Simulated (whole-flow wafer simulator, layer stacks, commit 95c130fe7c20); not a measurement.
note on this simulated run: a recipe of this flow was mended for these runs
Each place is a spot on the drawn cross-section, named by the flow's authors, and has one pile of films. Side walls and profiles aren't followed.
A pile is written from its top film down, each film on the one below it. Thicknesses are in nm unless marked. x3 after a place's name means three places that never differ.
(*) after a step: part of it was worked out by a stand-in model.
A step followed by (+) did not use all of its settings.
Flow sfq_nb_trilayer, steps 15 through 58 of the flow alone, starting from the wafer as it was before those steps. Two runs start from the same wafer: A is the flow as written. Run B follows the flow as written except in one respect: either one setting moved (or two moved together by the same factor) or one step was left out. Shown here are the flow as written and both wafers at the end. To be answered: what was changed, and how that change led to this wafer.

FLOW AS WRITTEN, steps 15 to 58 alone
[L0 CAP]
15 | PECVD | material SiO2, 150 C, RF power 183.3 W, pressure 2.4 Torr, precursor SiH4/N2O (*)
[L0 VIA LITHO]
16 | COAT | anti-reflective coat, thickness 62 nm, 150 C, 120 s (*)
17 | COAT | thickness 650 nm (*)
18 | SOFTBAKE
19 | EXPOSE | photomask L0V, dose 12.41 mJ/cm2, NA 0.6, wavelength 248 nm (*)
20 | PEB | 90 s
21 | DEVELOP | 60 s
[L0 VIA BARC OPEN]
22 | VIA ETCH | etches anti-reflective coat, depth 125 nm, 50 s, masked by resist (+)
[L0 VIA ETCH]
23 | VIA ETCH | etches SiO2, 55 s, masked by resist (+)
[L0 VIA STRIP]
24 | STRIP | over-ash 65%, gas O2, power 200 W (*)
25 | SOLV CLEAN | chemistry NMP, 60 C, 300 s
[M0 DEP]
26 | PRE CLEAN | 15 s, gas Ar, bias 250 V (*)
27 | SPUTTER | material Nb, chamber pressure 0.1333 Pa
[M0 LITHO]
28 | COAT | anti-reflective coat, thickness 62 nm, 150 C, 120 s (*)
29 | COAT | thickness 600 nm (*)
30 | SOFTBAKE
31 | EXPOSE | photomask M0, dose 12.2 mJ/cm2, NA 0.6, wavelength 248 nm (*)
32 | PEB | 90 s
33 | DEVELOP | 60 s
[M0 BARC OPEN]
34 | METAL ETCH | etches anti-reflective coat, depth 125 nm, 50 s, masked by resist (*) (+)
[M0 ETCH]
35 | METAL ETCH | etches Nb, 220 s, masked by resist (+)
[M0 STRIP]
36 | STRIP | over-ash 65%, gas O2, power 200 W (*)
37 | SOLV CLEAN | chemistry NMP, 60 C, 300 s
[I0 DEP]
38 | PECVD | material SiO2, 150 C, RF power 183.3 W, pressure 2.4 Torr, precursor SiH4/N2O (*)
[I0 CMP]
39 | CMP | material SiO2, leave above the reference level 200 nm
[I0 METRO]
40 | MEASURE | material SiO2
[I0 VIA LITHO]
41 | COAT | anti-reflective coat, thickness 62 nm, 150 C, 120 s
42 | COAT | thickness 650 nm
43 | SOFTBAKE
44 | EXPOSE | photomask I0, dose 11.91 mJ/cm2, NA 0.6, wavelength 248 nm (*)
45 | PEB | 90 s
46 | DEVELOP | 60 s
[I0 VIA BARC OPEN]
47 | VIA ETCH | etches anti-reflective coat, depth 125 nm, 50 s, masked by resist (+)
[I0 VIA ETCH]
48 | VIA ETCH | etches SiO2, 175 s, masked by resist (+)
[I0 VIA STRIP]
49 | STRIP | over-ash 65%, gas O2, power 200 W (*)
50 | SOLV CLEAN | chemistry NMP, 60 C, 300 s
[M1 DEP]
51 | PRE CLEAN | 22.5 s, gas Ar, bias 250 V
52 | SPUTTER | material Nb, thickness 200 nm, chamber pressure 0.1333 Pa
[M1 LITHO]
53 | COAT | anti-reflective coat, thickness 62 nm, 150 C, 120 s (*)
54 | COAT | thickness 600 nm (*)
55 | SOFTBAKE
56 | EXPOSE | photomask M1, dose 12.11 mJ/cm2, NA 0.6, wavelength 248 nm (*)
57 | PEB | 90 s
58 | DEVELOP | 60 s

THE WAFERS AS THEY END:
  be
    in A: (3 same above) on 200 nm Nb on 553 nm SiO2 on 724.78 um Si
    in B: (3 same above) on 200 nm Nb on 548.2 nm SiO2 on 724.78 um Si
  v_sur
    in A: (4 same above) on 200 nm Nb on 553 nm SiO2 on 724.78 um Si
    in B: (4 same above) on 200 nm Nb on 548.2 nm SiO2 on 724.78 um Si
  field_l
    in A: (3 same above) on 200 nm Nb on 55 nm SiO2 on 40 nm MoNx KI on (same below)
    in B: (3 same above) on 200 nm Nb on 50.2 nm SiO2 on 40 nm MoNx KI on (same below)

The reason: step 15, PECVD: pressure 2.71 Torr was run, while the flow as written has pressure 2.4 Torr.

Step by step, how the change led to this:
  15 | PECVD | material SiO2, 150 C, RF power 183.3 W, pressure 2.4 Torr, precursor SiH4/N2O (*)
      v_sur, via_wl, via_w and 97 more: A SiO2 gains 60 | B SiO2 gains 55.2
      field_l, l0_sur, l0v, l0r_line_l, l0r_line_c, l0r_line_r: A SiO2 gains 60 (new film) | B SiO2 gains 55.2 (new film)
  23 | VIA ETCH | etches SiO2, 55 s, masked by resist (+)
      l0v: A SiO2 loses 59.7 (all of it), MoNx KI loses 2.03 | B SiO2 loses 54.9 (all of it), MoNx KI loses 2.51
  28 | COAT | anti-reflective coat, thickness 62 nm, 150 C, 120 s (*)
      l0_sur: A anti-reflective coat gains 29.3 (new film) | B anti-reflective coat gains 30.7 (new film)
      l0v: A anti-reflective coat gains 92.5 (new film) | B anti-reflective coat gains 90.3 (new film)
  36 | STRIP | over-ash 65%, gas O2, power 200 W (*)
      l0_sur: A KrF-resist-other-grade loses 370 (all of it), anti-reflective coat loses 29.3 (all of it) | B KrF-resist-other-grade loses 369.3 (all of it), anti-reflective coat loses 30.7 (all of it)
      l0v: A KrF-resist-other-grade loses 374.1 (all of it), anti-reflective coat loses 92.5 (all of it) | B KrF-resist-other-grade loses 372.1 (all of it), anti-reflective coat loses 90.3 (all of it)
